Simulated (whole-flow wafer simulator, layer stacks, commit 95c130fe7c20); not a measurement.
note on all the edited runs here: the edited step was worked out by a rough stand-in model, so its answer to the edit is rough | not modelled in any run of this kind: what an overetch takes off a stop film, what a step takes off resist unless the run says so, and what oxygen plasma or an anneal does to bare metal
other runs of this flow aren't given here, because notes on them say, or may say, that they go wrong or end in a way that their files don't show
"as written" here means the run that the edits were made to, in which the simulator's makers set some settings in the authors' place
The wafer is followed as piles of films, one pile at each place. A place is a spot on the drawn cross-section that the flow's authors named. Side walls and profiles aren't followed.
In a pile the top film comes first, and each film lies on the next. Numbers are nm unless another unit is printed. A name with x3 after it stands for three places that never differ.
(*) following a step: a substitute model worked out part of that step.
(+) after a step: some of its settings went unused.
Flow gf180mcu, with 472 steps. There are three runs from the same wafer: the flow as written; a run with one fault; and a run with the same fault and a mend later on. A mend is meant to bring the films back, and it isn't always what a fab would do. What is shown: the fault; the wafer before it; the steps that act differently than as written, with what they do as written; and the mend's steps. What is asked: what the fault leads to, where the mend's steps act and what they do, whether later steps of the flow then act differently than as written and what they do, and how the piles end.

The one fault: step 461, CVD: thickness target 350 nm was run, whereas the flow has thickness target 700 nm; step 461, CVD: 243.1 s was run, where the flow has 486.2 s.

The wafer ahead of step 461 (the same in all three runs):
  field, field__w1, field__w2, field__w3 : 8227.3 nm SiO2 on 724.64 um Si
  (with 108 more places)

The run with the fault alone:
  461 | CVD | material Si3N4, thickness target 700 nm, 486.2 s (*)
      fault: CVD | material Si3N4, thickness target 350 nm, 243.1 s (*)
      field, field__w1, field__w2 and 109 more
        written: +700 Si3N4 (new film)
        fault: +350.1 Si3N4 (new film)
  Later steps of the flow acting differently than as written (4 more steps, not shown, differ only slightly: by at most 2% or 0.5 nm, whichever is larger):
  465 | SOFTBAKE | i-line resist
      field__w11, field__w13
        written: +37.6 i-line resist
        fault: +35.8 i-line resist
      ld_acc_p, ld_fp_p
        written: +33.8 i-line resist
        fault: +31.9 i-line resist
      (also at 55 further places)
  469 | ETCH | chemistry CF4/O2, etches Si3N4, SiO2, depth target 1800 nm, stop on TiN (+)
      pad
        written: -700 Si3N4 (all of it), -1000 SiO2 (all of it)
        fault: -350.1 Si3N4 (all of it), -1000 SiO2 (all of it)
  At field, field__w1, field__w2 and 108 more, the piles at the end differ from the flow's by more than 2% or 0.5 nm, whichever is larger.
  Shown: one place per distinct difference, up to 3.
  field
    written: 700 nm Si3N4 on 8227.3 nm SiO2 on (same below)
    fault: 350.1 nm Si3N4 on 8227.3 nm SiO2 on (same below)
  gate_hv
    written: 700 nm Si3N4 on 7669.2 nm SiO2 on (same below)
    fault: 350.1 nm Si3N4 on 7669.2 nm SiO2 on (same below)
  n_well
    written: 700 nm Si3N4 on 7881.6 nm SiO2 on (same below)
    fault: 350.1 nm Si3N4 on 7881.6 nm SiO2 on (same below)

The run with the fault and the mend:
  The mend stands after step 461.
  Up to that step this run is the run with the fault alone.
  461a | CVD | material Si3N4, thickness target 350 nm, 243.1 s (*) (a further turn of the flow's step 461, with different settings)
      field, field__w1, field__w2 and 109 more
        +350.1 Si3N4
  None of the later steps of the flow differs from how it acts as written, at any place that is followed, by more than 2% or 0.5 nm, whichever is larger.
  The piles end only slightly different from the flow's at the places that both follow, by no more than 2% or 0.5 nm, whichever is larger.
